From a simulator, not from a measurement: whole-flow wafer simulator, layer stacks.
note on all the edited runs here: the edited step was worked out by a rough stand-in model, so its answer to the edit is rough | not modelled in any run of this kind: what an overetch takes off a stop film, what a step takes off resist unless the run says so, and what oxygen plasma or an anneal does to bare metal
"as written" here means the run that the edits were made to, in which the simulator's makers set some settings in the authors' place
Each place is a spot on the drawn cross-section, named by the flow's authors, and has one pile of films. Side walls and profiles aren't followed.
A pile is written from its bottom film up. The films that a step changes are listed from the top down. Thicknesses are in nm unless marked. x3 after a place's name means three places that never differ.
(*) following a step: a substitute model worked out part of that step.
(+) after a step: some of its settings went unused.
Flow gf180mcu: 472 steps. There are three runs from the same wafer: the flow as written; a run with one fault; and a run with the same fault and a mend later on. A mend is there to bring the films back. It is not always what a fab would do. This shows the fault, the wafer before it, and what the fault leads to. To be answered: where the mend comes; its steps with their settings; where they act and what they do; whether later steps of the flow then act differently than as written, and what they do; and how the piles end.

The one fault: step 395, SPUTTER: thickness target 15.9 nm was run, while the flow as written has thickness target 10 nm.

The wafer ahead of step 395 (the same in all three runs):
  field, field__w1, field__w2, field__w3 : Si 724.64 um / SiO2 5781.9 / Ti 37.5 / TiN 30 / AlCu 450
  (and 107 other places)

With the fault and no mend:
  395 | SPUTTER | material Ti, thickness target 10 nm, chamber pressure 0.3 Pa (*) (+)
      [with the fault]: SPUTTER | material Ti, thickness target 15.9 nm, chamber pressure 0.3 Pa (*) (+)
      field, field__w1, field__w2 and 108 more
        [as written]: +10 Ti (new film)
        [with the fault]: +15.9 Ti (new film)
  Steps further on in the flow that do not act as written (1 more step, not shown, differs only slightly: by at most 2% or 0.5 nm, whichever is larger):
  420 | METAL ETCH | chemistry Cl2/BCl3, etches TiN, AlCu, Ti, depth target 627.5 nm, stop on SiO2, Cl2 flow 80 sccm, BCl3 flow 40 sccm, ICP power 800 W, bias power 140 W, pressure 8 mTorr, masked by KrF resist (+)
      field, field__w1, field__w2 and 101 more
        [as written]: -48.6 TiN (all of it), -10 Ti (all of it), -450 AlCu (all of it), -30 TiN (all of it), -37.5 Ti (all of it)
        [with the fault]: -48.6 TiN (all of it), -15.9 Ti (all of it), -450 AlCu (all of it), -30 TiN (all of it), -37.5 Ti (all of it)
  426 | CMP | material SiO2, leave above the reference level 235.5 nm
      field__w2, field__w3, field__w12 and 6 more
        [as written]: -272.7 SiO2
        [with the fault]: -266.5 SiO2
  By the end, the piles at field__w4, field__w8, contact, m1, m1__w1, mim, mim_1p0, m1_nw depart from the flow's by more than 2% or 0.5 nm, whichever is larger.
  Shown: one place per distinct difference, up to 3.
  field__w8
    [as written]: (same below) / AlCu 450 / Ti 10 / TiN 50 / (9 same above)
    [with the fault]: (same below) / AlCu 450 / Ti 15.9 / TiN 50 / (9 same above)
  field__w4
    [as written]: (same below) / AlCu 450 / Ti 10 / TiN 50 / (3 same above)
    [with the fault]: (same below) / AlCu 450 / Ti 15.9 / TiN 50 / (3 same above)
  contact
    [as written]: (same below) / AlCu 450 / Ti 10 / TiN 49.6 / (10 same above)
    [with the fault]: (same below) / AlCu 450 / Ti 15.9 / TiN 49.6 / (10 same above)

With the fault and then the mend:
  After step 395 comes the mend.
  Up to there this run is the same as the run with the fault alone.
  395a | METAL ETCH | chemistry Cl2/BCl3, etches TiN, AlCu, Ti, depth target 5.9 nm, Cl2 flow 80 sccm, BCl3 flow 40 sccm, ICP power 800 W, bias power 140 W, pressure 8 mTorr (the flow's step 260 again, with other settings)
      field, field__w1, field__w2 and 108 more
        -5.9 Ti
  Later steps of the flow that are run all act as written at every place that is followed.
  The piles end the same as the flow's at every place that both follow.
